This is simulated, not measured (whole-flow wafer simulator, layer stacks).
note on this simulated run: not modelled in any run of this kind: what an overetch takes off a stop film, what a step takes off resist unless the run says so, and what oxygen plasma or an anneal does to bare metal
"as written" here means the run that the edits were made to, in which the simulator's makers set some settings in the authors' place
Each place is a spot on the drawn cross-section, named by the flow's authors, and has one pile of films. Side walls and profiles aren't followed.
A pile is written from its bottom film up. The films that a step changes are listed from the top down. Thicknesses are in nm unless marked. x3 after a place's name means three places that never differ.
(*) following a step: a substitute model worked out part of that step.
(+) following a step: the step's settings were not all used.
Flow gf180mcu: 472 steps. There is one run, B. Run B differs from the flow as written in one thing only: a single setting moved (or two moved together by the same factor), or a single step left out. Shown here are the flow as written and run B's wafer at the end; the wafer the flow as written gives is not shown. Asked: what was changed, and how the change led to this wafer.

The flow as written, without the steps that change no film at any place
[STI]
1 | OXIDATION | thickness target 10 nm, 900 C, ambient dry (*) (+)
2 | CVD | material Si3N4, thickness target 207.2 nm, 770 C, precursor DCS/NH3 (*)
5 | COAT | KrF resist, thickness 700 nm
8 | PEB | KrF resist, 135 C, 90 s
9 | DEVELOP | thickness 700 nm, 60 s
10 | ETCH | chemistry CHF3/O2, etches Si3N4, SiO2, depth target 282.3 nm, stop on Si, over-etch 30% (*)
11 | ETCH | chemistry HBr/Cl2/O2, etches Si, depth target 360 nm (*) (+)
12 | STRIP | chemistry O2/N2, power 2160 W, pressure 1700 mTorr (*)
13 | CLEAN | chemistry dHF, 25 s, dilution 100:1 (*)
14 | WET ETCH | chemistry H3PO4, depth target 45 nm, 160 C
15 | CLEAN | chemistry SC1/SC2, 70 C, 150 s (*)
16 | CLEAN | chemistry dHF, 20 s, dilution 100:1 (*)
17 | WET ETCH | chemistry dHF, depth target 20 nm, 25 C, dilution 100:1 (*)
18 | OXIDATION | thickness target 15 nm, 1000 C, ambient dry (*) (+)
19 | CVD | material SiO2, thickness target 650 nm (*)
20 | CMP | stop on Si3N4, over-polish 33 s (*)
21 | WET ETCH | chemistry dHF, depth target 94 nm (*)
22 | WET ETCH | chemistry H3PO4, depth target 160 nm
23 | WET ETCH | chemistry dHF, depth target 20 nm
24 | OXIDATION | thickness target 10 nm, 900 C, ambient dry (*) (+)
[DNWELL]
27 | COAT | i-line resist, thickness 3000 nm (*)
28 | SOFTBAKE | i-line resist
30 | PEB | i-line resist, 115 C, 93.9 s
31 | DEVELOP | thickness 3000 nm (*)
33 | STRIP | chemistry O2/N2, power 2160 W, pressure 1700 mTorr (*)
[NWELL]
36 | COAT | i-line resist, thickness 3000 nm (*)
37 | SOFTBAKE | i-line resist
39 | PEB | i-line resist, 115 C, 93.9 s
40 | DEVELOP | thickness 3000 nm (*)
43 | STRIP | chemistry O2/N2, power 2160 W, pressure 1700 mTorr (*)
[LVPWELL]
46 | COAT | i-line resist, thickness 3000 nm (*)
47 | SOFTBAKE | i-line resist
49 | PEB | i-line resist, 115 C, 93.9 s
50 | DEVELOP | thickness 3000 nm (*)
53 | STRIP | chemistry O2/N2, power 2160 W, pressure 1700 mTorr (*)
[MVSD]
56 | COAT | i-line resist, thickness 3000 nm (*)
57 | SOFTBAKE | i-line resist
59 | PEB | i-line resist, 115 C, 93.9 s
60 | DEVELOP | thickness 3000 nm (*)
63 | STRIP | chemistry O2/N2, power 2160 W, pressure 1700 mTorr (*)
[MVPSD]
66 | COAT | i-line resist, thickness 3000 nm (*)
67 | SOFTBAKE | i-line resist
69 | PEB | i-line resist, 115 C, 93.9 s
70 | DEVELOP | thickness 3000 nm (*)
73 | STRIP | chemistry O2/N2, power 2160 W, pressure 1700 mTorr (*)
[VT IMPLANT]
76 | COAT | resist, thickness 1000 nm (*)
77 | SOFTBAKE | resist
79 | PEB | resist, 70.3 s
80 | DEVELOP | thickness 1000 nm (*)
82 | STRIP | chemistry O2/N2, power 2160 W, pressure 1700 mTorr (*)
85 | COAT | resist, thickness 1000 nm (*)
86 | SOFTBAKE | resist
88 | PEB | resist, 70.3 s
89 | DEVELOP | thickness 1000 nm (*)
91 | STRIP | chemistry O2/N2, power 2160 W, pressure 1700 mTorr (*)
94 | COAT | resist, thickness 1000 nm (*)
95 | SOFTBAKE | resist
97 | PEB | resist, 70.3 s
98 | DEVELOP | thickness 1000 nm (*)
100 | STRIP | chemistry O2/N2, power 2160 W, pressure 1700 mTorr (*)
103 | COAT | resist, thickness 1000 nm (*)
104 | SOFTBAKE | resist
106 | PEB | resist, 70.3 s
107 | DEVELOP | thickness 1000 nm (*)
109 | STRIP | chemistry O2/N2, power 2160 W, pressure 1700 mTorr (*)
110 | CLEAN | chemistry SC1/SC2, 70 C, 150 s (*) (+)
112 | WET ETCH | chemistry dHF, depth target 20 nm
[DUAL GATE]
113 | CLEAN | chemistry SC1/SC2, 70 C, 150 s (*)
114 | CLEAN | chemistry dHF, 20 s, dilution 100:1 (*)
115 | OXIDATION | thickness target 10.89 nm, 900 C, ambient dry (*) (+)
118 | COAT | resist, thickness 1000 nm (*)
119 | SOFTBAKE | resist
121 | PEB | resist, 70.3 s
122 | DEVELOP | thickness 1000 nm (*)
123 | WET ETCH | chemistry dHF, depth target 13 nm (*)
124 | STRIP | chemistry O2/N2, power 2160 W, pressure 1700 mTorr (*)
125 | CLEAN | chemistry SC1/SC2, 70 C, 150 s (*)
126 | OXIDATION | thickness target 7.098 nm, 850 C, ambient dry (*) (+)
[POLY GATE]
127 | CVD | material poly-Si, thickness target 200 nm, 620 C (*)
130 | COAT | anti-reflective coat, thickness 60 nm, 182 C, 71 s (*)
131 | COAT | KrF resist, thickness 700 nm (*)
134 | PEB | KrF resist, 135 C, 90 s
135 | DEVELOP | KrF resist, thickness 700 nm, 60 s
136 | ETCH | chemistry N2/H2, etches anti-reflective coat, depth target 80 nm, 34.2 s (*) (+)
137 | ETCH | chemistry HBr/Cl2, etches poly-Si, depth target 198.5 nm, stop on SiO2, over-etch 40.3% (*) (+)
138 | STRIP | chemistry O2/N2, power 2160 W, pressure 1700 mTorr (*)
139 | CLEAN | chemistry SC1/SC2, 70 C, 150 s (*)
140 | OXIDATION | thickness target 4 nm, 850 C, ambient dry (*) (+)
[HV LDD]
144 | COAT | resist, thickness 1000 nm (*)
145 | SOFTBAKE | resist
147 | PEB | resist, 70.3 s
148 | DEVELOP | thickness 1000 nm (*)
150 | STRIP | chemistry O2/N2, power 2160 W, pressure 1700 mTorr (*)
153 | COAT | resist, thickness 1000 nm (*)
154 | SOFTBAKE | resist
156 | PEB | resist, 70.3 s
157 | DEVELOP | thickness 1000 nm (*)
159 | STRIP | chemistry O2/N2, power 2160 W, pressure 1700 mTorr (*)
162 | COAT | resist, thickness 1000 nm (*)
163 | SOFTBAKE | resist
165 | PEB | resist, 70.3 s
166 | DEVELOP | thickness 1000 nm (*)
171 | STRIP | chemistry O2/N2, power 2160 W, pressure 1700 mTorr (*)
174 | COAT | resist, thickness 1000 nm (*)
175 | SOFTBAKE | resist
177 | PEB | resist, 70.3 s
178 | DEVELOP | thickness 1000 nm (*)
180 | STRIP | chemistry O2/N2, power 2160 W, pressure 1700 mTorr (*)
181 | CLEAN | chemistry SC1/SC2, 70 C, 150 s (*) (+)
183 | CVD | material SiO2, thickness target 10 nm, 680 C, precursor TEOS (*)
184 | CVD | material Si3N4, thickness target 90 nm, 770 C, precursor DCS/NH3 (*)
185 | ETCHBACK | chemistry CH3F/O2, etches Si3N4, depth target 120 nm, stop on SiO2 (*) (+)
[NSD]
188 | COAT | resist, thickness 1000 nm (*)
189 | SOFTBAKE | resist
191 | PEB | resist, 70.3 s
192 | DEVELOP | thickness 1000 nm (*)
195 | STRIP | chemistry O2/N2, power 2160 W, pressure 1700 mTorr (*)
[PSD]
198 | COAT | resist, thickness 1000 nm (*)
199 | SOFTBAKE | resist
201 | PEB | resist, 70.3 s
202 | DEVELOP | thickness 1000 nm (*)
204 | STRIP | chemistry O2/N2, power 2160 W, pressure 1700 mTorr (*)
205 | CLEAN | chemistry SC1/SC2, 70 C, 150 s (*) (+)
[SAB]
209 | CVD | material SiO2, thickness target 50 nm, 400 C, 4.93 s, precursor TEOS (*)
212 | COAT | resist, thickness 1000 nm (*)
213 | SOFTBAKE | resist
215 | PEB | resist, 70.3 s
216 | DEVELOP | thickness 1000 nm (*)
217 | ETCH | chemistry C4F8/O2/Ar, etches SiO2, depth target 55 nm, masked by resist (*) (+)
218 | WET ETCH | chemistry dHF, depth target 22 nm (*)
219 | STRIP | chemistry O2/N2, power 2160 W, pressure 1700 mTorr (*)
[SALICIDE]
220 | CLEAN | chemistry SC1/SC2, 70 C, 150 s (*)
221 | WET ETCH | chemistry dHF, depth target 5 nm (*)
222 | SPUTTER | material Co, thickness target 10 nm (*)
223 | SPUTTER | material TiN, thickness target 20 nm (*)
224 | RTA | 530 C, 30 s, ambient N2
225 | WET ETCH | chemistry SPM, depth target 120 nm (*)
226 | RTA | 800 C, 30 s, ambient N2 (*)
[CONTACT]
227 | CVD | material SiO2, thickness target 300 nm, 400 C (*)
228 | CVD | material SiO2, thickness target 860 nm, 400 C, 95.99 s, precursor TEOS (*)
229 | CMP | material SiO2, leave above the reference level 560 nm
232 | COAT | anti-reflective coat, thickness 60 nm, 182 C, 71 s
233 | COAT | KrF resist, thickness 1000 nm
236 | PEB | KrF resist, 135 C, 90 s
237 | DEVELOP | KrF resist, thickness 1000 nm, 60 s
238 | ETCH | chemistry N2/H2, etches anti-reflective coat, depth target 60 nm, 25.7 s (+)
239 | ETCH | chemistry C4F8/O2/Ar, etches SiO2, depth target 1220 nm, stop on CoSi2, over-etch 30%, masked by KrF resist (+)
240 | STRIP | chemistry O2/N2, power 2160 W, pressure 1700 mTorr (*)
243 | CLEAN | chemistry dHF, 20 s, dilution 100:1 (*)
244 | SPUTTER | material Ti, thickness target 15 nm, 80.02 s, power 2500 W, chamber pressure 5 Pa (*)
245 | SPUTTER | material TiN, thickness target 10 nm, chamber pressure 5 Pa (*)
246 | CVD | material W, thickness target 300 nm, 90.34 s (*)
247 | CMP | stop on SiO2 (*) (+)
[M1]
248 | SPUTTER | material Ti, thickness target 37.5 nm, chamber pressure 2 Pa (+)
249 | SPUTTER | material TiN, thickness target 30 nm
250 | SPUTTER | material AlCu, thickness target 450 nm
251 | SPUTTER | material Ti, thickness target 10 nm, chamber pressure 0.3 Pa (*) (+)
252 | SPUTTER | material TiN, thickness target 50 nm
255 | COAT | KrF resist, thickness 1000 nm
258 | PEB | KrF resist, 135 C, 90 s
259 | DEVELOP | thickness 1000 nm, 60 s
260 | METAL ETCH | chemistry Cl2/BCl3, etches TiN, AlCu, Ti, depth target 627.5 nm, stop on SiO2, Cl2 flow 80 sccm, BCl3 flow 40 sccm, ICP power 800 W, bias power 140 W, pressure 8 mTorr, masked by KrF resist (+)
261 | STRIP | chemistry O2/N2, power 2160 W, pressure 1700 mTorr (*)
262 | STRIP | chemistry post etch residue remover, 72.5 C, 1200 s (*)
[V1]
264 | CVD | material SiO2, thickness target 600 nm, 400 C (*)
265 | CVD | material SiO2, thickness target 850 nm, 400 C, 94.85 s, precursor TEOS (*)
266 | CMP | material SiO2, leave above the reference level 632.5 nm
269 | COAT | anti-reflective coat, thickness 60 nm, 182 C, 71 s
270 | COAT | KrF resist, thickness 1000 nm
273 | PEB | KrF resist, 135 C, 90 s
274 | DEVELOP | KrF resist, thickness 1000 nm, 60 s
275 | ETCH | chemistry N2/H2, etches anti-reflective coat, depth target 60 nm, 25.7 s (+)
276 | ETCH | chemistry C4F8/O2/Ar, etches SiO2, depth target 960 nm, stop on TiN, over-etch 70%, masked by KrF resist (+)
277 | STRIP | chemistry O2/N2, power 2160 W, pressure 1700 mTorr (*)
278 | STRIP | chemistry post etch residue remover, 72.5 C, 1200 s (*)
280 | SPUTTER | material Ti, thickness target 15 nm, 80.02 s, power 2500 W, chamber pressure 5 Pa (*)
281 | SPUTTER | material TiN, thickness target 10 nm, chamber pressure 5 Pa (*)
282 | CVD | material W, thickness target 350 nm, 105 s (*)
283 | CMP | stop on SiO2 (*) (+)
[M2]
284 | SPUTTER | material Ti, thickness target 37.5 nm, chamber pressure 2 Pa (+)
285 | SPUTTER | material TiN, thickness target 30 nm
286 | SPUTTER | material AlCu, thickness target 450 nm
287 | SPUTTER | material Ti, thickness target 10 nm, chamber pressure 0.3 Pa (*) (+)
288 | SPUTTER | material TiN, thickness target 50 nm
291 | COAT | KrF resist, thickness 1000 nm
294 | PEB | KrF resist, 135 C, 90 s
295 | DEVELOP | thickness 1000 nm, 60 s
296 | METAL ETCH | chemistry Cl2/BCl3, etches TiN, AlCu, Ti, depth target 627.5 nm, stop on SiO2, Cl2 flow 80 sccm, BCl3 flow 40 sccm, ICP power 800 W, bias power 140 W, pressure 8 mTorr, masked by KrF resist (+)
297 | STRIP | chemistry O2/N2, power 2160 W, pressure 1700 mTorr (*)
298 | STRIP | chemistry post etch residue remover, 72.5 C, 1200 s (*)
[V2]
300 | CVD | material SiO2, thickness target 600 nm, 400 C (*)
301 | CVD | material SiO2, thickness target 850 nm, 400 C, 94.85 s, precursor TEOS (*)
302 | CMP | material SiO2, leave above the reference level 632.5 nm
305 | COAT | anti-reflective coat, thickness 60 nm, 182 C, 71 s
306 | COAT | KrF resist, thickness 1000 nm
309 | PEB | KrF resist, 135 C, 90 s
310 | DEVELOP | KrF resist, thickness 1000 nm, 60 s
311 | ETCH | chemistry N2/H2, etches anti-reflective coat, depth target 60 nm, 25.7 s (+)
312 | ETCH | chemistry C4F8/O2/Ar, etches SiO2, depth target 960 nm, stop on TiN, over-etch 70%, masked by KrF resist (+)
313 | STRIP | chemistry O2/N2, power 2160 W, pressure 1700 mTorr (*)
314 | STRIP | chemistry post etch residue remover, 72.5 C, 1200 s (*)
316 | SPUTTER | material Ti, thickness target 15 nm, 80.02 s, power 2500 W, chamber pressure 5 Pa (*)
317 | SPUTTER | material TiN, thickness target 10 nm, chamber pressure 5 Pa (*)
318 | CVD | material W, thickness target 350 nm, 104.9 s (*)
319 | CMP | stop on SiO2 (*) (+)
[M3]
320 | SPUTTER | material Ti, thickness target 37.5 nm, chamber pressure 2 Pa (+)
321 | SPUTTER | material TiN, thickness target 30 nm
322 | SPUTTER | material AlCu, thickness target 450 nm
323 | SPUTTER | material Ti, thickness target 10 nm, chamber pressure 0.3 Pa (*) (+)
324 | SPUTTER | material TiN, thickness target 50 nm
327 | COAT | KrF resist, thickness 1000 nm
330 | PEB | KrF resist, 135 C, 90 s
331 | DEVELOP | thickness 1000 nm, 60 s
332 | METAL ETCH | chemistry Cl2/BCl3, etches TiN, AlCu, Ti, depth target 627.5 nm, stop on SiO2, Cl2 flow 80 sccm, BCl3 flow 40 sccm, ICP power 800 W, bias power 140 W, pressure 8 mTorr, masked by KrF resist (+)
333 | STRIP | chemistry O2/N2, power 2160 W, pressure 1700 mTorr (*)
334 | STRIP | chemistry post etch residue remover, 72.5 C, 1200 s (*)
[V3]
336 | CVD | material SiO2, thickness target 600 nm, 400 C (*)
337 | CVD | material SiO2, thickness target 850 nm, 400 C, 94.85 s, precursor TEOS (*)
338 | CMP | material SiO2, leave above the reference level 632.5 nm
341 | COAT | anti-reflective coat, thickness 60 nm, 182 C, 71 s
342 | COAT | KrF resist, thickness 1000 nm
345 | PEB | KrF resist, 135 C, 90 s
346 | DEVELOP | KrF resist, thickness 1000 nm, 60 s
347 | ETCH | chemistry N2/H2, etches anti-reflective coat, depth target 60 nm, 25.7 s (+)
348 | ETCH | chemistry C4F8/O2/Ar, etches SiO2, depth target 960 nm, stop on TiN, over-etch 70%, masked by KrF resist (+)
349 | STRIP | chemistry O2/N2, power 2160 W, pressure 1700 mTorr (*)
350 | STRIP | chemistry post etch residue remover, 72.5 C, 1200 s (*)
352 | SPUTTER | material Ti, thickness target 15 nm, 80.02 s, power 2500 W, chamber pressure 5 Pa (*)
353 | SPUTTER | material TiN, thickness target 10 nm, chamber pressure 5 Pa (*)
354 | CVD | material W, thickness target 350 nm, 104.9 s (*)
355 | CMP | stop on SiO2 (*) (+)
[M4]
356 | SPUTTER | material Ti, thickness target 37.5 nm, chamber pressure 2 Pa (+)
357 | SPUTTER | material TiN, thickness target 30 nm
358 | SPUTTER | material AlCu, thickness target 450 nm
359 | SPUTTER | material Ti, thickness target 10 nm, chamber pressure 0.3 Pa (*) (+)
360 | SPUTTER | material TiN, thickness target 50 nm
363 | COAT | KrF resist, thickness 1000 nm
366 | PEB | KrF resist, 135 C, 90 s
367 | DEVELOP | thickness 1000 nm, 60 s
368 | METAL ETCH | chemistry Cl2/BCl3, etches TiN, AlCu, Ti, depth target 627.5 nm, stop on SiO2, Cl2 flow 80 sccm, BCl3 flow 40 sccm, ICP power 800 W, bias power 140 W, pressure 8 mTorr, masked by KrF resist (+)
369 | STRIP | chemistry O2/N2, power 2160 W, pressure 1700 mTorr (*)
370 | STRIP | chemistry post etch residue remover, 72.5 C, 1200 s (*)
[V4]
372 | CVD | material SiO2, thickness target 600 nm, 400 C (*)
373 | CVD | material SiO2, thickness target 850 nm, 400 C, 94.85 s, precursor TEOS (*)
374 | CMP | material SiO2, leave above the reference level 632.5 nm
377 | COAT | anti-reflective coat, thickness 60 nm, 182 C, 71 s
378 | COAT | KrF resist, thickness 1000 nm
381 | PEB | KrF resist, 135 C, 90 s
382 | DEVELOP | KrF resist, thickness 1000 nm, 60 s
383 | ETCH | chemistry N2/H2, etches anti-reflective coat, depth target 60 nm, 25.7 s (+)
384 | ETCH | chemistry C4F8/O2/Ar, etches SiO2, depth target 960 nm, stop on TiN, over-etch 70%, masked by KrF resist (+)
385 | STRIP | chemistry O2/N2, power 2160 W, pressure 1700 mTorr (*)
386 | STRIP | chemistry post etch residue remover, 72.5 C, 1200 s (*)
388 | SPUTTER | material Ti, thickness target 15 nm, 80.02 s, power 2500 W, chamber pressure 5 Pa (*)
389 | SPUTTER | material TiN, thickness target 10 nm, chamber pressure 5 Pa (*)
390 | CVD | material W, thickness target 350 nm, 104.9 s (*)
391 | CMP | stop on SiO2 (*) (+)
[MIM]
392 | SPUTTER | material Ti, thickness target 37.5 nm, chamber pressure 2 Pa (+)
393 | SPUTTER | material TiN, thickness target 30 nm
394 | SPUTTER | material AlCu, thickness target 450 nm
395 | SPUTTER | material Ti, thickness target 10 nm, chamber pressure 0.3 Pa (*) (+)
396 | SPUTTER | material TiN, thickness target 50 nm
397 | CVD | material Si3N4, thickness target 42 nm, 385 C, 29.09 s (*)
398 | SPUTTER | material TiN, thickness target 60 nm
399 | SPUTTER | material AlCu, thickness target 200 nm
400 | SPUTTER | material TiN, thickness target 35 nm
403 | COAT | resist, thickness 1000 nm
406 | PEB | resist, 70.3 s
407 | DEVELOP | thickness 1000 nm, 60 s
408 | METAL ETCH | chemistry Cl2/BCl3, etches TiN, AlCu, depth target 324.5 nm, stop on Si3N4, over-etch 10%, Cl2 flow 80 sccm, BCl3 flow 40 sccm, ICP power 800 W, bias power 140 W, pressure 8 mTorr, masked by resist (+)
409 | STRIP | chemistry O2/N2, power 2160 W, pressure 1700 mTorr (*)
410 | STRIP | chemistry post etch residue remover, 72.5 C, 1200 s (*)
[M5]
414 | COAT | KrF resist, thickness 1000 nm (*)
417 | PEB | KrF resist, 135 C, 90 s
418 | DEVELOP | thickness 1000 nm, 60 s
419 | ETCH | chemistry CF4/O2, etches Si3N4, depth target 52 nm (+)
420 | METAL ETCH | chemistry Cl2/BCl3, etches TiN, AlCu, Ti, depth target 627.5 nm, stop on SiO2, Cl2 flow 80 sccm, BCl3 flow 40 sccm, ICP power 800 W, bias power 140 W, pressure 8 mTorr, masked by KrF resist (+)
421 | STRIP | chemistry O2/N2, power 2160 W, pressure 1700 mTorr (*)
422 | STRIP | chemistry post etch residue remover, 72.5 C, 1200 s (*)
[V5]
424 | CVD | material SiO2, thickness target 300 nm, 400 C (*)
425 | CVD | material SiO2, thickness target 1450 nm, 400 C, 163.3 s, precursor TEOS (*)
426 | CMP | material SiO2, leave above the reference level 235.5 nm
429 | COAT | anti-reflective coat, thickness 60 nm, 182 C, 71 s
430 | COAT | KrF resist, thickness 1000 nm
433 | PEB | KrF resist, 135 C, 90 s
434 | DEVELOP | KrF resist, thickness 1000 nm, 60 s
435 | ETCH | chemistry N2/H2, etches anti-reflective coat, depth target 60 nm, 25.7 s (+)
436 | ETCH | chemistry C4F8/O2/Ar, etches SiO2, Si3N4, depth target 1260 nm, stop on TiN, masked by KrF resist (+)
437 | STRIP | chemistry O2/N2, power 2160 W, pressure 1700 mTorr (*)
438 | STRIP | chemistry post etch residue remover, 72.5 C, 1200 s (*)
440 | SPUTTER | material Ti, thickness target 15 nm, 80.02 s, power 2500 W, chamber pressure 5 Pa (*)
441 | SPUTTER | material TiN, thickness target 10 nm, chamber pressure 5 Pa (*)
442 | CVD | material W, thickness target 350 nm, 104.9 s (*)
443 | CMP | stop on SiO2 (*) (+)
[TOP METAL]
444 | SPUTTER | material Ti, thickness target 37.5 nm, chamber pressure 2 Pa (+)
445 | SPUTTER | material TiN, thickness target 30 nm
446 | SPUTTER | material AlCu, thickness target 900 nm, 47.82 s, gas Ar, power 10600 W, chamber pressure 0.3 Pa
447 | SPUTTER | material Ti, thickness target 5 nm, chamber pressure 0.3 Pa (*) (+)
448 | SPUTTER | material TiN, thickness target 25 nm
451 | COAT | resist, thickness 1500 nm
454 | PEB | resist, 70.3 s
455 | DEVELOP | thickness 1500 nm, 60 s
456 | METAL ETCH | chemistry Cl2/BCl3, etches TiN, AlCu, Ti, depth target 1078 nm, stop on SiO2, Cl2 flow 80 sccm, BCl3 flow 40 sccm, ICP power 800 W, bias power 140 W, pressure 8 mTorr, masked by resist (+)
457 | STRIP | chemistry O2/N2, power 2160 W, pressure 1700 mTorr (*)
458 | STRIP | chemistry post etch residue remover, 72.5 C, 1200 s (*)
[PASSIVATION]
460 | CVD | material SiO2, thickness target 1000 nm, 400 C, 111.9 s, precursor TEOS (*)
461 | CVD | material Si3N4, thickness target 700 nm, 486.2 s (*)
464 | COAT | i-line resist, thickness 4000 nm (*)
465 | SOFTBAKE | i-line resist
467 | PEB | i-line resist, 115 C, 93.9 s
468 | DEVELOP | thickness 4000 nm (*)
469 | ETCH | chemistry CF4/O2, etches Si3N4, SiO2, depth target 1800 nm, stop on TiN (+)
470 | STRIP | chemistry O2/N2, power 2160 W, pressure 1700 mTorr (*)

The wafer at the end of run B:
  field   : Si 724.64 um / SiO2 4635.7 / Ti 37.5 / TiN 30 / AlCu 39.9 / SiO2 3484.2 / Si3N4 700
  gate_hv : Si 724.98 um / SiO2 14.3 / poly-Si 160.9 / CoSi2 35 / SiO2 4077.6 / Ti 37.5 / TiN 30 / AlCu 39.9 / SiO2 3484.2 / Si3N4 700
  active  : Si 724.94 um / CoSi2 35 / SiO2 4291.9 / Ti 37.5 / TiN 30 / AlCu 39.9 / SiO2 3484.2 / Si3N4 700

What caused this: step 368, METAL ETCH: depth target 464.4 nm was run, while the flow as written has depth target 627.5 nm.

The path from the change to this, step by step:
  368 | METAL ETCH | chemistry Cl2/BCl3, etches TiN, AlCu, Ti, depth target 627.5 nm, stop on SiO2, Cl2 flow 80 sccm, BCl3 flow 40 sccm, ICP power 800 W, bias power 140 W, pressure 8 mTorr, masked by KrF resist (+)
      field, field__w1, field__w2 and 103 more: TiN loses 50 (all of it), Ti loses 10 (all of it), AlCu loses 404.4 (as written it would have been: TiN loses 50 (all of it), Ti loses 10 (all of it), AlCu loses 450 (all of it), TiN loses 30 (all of it), Ti loses 37.5 (all of it))
      field__w8, contact, m1, m1__w1, m1_nw: KrF resist loses 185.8 (as written it would have been: KrF resist loses 251)
  369 | STRIP | chemistry O2/N2, power 2160 W, pressure 1700 mTorr (*)
      field__w8, contact, m1, m1__w1, m1_nw: KrF resist loses 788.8 (all of it) (as written it would have been: KrF resist loses 723.5 (all of it))
  370 | STRIP | chemistry post etch residue remover, 72.5 C, 1200 s (*)
      field, field__w1, field__w2 and 103 more: AlCu loses 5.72 (as written it would have been: nothing)
  372 | CVD | material SiO2, thickness target 600 nm, 400 C (*)
      field, field__w1, field__w2 and 103 more: SiO2 gains 600 (new film) (as written it would have been: SiO2 gains 600)
  374 | CMP | material SiO2, leave above the reference level 632.5 nm
      field, field__w1, field__w2 and 103 more: SiO2 loses 407.4 (as written it would have been: SiO2 loses 300)
Taking metal films that touch as one body, field has 1 body; the flow as written gives 0 bodies.
Taking metal films that touch as one body, gate_hv has 2 bodies (between them, from the top down: SiO2 4077.6); the flow as written gives 1 body.
Taking metal films that touch as one body, active has 2 bodies (between them, from the top down: SiO2 4291.9); the flow as written gives 1 body.
